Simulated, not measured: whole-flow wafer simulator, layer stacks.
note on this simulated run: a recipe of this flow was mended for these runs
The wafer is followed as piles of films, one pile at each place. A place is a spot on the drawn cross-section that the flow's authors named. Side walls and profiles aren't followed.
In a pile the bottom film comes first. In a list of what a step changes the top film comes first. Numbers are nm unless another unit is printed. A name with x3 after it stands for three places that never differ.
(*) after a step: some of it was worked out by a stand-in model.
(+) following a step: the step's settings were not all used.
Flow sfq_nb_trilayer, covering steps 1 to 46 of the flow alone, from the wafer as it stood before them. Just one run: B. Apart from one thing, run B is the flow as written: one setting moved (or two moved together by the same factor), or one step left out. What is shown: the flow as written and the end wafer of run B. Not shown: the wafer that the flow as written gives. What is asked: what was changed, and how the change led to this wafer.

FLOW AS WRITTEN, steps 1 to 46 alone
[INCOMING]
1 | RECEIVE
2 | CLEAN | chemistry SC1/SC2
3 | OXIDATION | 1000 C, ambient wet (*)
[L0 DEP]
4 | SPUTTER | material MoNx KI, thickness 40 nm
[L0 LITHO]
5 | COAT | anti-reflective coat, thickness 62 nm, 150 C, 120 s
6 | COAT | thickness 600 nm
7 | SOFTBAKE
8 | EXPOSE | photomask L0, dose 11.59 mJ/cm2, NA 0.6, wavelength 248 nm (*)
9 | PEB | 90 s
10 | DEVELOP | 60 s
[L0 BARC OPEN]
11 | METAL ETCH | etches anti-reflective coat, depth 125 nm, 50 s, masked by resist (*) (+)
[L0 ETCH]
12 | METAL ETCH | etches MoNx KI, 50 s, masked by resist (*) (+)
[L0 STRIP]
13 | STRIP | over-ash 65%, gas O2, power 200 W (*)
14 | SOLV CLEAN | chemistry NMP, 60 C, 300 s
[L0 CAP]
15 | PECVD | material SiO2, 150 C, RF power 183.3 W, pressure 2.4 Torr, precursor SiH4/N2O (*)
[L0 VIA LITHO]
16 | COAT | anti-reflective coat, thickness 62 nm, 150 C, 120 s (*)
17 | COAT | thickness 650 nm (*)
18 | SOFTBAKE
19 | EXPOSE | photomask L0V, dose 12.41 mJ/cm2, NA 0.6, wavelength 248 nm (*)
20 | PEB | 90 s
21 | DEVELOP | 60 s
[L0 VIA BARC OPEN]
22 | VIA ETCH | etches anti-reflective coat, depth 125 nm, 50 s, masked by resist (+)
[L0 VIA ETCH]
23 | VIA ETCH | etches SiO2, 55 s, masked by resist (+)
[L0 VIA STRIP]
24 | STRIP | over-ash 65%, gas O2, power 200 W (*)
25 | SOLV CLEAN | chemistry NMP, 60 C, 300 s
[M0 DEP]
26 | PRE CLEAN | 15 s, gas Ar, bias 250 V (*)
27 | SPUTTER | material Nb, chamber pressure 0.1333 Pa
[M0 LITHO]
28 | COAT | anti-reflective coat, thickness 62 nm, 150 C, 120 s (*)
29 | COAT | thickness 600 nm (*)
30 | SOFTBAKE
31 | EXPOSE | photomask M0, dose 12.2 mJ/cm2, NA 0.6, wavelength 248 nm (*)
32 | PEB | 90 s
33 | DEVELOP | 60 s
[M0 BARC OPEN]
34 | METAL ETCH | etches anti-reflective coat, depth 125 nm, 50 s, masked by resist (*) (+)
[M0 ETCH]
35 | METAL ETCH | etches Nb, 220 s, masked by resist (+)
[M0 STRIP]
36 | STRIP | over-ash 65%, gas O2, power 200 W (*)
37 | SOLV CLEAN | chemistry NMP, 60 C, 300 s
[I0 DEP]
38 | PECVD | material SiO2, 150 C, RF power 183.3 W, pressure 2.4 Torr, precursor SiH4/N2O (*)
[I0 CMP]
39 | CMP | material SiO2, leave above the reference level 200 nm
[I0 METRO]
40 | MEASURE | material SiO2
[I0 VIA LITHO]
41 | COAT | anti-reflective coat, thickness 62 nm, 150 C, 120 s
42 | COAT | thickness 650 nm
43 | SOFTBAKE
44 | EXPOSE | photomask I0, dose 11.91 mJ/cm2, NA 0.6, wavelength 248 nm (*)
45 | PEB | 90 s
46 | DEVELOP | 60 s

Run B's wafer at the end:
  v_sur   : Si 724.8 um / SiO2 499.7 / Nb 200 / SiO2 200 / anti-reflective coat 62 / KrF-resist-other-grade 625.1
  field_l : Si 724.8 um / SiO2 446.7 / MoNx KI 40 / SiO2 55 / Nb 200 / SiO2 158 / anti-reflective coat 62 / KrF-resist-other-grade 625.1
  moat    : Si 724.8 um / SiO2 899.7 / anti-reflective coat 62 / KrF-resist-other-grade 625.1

The reason: step 3, OXIDATION: 984 C was run, while the flow as written has 1000 C.

Step by step, how the change led to this:
  3 | OXIDATION | 1000 C, ambient wet (*)
      field_l, v_sur, via_wl and 103 more: +446.7 SiO2 (new film), -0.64 chemical SiO2 (all of it), -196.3 Si (in the flow as written it would be: +500 SiO2 (new film), -0.64 chemical SiO2 (all of it), -219.7 Si)
